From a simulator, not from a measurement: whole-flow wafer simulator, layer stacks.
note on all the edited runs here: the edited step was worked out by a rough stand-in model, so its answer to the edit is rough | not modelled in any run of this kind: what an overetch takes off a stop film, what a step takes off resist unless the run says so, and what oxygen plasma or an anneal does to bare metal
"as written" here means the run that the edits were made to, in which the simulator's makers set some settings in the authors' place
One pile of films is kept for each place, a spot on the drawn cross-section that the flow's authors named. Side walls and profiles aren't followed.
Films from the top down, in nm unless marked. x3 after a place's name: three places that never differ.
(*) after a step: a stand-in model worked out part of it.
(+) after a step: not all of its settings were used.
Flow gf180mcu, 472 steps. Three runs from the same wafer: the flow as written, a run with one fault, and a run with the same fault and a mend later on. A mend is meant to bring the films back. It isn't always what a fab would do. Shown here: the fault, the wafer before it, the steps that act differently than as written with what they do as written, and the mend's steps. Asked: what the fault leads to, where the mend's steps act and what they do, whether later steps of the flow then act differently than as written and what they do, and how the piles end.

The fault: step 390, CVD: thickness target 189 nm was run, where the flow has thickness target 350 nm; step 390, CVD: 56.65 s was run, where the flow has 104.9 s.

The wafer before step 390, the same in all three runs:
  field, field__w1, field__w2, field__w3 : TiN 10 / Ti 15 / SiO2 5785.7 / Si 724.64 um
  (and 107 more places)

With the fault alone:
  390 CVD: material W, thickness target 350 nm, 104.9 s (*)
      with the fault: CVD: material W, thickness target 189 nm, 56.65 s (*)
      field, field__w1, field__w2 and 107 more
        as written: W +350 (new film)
        with the fault: W +190.4 (new film)
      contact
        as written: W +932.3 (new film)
        with the fault: W +772.7 (new film)
  Later steps of the flow that act differently than as written:
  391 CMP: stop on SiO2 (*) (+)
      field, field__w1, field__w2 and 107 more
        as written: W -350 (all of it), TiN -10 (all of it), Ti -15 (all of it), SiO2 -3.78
        with the fault: W -190.4 (all of it), TiN -10 (all of it), Ti -15 (all of it), SiO2 -2.17
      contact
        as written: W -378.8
        with the fault: W -217.5
  At the end the piles differ from the flow's only slightly at the places that both follow, by at most 2% or 0.5 nm, whichever is larger.

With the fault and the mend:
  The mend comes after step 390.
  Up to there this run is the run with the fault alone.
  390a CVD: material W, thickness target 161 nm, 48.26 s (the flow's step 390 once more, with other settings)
      field, field__w1, field__w2 and 108 more
        W +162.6
  No later step of the flow acts differently than as written, at any place that is followed, by more than 2% or 0.5 nm, whichever is larger.
  At the end the piles differ from the flow's only slightly at the places that both follow, by at most 2% or 0.5 nm, whichever is larger.
